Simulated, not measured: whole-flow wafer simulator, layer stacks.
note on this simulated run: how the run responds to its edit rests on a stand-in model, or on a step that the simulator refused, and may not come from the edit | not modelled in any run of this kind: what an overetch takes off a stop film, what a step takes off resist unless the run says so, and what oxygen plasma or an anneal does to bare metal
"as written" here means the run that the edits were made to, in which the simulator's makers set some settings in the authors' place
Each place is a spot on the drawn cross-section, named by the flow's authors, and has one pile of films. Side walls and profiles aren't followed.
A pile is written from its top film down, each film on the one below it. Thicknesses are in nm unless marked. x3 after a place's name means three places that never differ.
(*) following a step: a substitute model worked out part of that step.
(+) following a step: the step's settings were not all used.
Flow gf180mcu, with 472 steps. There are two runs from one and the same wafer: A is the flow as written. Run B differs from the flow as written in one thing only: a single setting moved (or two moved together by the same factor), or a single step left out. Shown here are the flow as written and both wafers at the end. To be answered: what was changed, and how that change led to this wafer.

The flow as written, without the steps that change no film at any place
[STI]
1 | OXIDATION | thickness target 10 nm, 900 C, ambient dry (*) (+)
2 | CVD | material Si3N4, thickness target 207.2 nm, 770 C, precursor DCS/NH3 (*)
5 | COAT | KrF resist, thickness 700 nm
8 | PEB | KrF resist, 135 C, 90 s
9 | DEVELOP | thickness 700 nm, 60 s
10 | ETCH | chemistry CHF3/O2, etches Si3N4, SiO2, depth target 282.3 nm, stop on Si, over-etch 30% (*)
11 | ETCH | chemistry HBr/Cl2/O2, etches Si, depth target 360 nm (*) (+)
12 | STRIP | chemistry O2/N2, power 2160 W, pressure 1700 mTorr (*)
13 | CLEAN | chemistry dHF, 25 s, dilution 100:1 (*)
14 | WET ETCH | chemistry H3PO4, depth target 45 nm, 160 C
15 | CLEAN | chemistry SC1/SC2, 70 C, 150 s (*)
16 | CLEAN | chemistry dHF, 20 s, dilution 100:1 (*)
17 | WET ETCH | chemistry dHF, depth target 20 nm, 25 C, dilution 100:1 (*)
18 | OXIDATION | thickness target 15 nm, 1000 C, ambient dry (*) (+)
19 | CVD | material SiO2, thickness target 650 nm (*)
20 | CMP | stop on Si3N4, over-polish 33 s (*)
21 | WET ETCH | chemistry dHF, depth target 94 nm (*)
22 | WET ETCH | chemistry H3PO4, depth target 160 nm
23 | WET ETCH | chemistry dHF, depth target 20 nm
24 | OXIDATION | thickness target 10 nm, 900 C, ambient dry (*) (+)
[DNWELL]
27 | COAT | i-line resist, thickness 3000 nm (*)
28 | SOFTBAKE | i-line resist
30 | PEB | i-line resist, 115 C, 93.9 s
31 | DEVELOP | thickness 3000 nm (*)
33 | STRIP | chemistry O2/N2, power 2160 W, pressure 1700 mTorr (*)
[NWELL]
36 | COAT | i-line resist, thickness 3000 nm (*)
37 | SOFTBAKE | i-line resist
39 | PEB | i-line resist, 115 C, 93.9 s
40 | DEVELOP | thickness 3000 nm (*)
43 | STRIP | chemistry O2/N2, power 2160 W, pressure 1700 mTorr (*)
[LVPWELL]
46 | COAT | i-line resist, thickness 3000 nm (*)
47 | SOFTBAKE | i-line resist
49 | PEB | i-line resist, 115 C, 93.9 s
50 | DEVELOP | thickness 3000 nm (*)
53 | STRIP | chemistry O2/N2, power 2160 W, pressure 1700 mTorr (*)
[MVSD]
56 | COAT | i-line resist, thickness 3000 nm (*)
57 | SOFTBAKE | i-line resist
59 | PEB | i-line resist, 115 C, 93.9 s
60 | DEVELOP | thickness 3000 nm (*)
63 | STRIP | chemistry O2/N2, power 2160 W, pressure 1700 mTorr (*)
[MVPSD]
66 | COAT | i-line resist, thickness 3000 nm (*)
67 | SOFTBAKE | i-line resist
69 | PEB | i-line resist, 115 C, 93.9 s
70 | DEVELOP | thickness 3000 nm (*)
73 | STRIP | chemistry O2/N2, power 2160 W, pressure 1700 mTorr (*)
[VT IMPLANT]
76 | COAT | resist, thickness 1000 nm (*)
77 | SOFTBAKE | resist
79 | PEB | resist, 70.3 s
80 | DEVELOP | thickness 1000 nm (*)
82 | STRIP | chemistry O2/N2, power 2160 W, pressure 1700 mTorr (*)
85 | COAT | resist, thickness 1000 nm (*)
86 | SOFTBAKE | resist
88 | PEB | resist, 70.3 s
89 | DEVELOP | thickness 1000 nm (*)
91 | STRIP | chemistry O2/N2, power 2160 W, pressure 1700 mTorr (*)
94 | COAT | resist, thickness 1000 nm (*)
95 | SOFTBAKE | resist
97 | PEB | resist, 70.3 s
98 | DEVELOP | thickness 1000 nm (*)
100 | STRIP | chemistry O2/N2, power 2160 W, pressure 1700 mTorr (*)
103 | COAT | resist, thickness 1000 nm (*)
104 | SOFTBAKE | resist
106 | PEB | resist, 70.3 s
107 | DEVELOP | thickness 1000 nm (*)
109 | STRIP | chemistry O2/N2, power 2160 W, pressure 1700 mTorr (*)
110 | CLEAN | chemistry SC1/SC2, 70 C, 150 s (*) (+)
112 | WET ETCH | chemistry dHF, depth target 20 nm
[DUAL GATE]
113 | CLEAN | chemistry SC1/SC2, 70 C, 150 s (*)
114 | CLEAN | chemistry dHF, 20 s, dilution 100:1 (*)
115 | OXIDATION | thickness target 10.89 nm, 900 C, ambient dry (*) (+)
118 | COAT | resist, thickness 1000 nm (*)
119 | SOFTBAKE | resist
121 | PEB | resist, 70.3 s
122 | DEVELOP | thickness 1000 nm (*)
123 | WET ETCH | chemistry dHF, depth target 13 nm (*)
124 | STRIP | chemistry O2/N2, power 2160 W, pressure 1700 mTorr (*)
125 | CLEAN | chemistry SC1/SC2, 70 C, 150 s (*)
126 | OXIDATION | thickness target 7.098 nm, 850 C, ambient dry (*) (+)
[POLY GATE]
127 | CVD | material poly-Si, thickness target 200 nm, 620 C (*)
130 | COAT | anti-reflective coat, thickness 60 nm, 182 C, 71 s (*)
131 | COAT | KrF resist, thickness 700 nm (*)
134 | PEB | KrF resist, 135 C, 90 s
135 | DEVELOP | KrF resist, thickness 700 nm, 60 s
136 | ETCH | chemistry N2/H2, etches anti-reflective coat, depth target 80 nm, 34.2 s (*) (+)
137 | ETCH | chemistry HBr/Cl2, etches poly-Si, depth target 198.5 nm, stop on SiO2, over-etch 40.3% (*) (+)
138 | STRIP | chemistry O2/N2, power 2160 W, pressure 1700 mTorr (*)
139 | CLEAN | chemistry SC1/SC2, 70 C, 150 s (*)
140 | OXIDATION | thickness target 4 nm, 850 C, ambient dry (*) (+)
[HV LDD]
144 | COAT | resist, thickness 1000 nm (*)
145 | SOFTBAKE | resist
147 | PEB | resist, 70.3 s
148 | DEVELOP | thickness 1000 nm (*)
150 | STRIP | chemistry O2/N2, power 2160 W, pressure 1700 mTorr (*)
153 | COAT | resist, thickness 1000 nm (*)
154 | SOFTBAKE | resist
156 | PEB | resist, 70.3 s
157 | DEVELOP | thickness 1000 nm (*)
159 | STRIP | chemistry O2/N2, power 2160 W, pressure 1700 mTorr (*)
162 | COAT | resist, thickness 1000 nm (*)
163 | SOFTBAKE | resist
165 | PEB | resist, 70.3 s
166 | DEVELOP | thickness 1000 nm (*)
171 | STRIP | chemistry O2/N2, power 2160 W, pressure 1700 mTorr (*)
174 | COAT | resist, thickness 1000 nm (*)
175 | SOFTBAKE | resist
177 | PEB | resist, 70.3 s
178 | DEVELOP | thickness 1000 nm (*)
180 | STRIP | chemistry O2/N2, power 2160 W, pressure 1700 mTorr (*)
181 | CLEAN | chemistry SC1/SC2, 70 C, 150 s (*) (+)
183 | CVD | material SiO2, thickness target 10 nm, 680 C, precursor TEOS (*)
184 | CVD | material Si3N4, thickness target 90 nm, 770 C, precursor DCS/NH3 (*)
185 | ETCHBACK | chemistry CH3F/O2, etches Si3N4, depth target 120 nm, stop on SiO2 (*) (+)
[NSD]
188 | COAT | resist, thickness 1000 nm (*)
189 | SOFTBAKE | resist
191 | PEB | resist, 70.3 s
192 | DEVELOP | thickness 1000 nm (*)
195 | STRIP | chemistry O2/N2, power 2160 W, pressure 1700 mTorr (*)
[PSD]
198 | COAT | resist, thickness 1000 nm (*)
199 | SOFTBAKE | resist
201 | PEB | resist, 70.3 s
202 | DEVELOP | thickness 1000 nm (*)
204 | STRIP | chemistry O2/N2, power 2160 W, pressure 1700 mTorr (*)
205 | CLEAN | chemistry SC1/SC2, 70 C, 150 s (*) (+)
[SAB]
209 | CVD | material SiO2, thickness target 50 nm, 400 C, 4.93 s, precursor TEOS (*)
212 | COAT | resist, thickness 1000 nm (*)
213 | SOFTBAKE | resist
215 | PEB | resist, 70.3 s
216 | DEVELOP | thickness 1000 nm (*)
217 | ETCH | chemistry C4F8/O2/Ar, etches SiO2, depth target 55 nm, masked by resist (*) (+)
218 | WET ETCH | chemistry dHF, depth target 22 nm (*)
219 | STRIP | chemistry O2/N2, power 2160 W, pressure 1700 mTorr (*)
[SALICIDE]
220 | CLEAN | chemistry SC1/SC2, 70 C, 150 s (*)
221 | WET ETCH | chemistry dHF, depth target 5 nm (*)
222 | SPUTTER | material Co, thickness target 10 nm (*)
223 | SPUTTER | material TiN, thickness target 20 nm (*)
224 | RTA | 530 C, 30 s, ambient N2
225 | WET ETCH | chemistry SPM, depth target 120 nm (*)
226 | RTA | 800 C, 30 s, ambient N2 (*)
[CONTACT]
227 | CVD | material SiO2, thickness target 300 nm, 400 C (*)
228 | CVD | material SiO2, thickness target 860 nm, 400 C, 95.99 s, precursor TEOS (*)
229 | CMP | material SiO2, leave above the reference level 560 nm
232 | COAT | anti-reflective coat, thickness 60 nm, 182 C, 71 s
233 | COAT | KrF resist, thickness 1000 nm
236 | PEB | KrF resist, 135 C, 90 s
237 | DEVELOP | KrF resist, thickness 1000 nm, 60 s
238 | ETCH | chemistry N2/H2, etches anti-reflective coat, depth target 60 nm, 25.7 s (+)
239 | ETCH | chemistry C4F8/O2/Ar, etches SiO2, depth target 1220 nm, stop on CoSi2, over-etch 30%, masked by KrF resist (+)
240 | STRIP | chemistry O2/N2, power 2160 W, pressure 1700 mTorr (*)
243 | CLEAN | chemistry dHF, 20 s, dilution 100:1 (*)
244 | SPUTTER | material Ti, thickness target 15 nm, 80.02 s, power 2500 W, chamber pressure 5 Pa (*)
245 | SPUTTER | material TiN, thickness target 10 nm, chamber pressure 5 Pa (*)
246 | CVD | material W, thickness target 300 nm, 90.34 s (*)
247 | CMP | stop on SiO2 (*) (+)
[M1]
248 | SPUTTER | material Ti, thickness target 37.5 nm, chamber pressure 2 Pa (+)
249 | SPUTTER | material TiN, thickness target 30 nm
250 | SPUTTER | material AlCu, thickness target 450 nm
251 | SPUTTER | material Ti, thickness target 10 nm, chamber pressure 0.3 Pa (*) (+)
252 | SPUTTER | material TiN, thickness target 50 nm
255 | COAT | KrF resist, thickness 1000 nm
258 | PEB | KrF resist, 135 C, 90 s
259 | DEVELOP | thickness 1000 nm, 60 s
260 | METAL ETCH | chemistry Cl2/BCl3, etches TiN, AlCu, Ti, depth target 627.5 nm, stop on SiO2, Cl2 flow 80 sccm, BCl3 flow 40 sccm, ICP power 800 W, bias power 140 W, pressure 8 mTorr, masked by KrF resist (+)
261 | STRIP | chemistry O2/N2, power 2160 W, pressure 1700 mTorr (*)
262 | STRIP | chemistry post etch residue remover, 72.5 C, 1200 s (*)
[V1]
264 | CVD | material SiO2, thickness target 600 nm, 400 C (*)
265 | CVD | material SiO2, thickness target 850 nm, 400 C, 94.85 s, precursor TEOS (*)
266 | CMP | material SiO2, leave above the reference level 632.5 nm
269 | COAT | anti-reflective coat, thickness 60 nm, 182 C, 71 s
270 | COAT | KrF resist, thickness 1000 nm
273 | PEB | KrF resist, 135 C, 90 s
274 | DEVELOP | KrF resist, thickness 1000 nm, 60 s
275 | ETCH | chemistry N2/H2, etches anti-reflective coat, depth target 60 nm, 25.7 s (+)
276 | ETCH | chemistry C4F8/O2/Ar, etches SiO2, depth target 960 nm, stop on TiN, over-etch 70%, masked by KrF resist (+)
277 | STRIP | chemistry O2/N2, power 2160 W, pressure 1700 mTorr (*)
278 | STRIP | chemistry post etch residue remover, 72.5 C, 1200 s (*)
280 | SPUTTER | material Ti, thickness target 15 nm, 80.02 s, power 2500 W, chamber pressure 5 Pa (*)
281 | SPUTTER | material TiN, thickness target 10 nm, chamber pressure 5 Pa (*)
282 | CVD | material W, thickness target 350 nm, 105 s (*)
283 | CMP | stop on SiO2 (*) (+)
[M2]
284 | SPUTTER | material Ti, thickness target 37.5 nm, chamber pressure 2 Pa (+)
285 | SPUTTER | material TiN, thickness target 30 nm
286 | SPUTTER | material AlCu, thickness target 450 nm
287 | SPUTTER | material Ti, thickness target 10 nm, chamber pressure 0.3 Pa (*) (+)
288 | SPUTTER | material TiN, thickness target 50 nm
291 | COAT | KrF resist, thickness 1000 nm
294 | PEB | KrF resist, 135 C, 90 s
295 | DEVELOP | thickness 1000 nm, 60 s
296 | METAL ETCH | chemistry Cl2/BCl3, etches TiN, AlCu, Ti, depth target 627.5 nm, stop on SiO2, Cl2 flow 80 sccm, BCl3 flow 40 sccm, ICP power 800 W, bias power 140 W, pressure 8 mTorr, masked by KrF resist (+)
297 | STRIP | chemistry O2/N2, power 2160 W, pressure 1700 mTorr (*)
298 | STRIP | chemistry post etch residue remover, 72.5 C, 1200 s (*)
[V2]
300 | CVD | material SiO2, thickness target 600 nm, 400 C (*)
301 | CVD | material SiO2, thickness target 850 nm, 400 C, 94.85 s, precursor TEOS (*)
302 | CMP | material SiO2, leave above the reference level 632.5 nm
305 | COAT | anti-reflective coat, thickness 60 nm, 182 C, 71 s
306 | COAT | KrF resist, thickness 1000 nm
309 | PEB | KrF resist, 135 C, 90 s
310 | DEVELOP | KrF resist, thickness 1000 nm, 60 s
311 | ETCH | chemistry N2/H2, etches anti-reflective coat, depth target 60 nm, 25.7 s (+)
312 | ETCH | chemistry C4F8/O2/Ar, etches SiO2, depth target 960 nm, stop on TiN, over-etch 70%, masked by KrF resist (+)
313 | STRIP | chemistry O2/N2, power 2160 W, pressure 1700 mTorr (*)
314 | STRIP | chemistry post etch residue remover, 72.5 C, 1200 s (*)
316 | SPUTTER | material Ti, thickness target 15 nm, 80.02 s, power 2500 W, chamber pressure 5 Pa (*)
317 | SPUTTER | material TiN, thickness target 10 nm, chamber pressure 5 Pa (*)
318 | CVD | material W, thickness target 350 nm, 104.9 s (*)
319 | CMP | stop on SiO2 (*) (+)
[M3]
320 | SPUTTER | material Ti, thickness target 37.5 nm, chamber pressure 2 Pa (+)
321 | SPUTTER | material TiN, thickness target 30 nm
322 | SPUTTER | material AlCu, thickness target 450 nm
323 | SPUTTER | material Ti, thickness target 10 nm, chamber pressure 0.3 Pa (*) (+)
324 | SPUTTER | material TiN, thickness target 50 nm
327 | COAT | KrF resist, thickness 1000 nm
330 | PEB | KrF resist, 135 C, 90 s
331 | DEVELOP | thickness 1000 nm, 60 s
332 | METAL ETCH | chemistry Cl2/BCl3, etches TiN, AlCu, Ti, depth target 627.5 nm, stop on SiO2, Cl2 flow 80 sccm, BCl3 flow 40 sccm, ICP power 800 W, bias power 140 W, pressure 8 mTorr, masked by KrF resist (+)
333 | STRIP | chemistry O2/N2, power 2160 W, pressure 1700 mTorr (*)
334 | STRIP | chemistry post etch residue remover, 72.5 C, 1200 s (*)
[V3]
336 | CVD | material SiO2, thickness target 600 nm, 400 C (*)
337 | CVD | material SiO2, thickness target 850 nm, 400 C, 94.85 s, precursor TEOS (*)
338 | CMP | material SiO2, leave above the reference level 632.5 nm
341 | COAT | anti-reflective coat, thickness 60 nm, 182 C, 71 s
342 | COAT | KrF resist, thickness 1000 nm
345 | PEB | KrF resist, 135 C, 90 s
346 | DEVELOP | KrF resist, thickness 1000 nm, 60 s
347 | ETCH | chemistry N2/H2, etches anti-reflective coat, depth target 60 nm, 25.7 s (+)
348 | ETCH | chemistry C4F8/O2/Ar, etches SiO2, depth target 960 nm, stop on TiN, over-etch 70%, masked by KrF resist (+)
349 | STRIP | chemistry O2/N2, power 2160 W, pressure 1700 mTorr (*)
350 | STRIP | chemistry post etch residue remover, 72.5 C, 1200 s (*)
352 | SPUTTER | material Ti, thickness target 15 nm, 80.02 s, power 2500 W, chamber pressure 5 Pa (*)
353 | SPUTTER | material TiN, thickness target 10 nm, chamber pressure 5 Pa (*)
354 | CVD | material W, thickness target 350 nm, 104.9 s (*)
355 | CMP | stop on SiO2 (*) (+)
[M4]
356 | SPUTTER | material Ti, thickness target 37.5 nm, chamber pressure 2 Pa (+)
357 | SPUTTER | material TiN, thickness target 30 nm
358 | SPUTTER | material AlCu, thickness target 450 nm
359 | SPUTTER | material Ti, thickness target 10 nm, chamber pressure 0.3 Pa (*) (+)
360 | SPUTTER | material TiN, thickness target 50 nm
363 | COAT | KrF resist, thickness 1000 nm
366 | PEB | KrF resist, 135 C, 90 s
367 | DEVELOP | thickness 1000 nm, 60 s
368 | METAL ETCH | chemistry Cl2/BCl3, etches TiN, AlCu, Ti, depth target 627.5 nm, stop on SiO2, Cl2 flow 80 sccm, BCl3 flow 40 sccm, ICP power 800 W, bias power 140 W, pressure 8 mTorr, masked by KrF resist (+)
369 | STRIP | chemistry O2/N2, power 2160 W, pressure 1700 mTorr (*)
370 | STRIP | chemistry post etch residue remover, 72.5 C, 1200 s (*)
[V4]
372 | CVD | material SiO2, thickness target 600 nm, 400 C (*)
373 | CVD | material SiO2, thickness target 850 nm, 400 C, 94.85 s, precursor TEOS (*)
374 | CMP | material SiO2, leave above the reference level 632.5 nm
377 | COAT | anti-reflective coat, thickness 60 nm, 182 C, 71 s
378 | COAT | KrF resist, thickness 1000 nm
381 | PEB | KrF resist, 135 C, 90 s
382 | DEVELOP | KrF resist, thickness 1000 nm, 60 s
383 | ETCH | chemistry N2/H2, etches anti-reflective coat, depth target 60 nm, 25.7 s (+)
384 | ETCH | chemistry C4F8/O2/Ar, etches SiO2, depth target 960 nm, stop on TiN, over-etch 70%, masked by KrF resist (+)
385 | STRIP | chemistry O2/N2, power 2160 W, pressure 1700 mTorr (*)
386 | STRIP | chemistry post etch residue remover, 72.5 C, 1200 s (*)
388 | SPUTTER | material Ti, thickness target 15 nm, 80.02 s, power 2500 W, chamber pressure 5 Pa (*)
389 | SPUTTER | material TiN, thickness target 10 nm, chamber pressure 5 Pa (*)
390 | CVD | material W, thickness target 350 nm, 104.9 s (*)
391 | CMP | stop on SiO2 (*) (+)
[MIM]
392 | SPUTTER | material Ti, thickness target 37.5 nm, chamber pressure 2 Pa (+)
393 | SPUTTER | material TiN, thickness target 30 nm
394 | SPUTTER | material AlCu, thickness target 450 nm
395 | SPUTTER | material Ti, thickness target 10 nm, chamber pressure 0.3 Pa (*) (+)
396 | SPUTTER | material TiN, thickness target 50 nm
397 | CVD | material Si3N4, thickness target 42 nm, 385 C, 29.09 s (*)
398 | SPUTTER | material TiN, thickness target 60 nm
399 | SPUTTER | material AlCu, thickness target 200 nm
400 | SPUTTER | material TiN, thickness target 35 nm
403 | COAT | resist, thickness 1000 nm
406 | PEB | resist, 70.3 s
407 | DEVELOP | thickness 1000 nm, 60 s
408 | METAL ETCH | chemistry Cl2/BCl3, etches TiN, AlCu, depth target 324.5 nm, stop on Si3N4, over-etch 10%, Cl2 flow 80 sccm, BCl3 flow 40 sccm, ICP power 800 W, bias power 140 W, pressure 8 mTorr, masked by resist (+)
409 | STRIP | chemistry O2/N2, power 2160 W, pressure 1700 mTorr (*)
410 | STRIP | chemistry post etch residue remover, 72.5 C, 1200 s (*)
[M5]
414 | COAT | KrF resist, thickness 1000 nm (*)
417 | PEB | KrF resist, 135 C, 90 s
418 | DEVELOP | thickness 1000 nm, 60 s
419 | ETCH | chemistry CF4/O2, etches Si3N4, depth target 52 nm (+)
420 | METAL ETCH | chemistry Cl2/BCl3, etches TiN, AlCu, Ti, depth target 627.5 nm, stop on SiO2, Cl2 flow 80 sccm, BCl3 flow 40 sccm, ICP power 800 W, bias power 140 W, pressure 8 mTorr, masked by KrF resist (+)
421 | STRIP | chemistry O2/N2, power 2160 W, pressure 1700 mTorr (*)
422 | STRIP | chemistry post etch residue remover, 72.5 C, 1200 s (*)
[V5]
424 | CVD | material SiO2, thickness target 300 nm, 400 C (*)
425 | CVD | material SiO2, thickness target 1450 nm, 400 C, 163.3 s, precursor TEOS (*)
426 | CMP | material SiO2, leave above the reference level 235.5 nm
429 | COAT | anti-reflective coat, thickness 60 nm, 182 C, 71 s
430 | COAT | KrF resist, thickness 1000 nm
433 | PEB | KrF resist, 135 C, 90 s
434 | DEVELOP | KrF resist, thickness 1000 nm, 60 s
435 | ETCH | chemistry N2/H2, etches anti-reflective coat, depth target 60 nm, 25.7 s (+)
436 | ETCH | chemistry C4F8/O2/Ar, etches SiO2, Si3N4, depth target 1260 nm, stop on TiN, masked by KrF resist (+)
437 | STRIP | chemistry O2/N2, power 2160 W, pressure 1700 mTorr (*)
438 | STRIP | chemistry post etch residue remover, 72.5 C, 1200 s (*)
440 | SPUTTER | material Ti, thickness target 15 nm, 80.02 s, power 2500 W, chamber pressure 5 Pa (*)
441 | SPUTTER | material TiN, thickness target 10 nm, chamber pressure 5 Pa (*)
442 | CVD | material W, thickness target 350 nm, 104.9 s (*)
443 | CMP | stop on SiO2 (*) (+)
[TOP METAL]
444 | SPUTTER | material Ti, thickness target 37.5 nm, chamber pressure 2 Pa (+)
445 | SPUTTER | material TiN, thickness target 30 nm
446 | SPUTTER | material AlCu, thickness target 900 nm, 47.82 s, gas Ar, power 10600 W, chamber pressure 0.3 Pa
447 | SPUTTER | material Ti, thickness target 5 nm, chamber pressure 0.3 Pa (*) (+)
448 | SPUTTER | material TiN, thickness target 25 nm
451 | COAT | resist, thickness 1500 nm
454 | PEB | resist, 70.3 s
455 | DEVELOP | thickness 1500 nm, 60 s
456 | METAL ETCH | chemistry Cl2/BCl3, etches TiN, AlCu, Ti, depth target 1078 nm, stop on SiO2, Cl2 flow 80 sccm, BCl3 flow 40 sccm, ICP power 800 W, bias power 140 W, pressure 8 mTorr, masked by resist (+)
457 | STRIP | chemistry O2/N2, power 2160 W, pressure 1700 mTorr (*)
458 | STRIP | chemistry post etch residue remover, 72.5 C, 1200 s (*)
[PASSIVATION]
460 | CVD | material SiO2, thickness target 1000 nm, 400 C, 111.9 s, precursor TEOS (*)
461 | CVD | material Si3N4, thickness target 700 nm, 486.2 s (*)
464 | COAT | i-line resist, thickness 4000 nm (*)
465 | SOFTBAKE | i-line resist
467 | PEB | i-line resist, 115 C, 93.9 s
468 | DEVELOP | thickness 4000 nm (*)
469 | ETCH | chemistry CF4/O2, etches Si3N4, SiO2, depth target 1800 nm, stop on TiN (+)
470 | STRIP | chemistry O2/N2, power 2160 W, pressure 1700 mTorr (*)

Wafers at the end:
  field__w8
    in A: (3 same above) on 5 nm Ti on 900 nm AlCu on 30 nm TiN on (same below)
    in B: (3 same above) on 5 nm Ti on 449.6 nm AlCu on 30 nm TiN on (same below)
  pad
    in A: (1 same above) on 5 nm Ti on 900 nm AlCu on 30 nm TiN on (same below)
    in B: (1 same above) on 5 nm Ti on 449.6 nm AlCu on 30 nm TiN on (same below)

The reason: step 446, SPUTTER: 24.39 s was run, though the flow has 47.82 s.

Step by step, how the change led to this:
  446 | SPUTTER | material AlCu, thickness target 900 nm, 47.82 s, gas Ar, power 10600 W, chamber pressure 0.3 Pa
      field, field__w1, field__w2 and 109 more: A AlCu gains 900 (new film) | B AlCu gains 449.6 (new film)
  456 | METAL ETCH | chemistry Cl2/BCl3, etches TiN, AlCu, Ti, depth target 1078 nm, stop on SiO2, Cl2 flow 80 sccm, BCl3 flow 40 sccm, ICP power 800 W, bias power 140 W, pressure 8 mTorr, masked by resist (+)
      field, field__w1, field__w2 and 103 more: A TiN loses 25 (all of it), Ti loses 5 (all of it), AlCu loses 900 (all of it), TiN loses 30 (all of it), Ti loses 37.5 (all of it) | B TiN loses 25 (all of it), Ti loses 5 (all of it), AlCu loses 449.6 (all of it), TiN loses 30 (all of it), Ti loses 37.5 (all of it)
      field__w8, contact, m1, m1__w1, pad, m1_nw: A resist loses 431 | B resist loses 328.3
  457 | STRIP | chemistry O2/N2, power 2160 W, pressure 1700 mTorr (*)
      field__w8, contact, m1, m1__w1, pad, m1_nw: A resist loses 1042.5 (all of it) | B resist loses 1145.2 (all of it)
  464 | COAT | i-line resist, thickness 4000 nm (*)
      field: A i-line resist gains 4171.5 (new film) | B i-line resist gains 4080.3 (new film)
      field__w8: A i-line resist gains 3093.1 (new film) | B i-line resist gains 3496 (new film)
      (as well as at 7 more places)
  465 | SOFTBAKE | i-line resist
      gate: A i-line resist gains 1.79 | B i-line resist loses 1.06
      field__w11, field__w13: A i-line resist gains 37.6 | B i-line resist gains 16.8
      (as well as at 66 more places)
  467 | PEB | i-line resist, 115 C, 93.9 s
      field__w8, m1__w1: A i-line resist loses 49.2 | B i-line resist loses 57.5
      contact: A i-line resist loses 49.6 | B i-line resist loses 57.6
      (as well as at 3 more places)
  468 | DEVELOP | thickness 4000 nm (*)
      pad: A i-line resist loses 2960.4 (all of it) | B i-line resist loses 3399.2 (all of it)
  470 | STRIP | chemistry O2/N2, power 2160 W, pressure 1700 mTorr (*)
      field__w8, m1__w1: A i-line resist loses 1775.9 (all of it) | B i-line resist loses 2207.7 (all of it)
      contact: A i-line resist loses 1798.3 (all of it) | B i-line resist loses 2217.1 (all of it)
      (as well as at 2 more places)
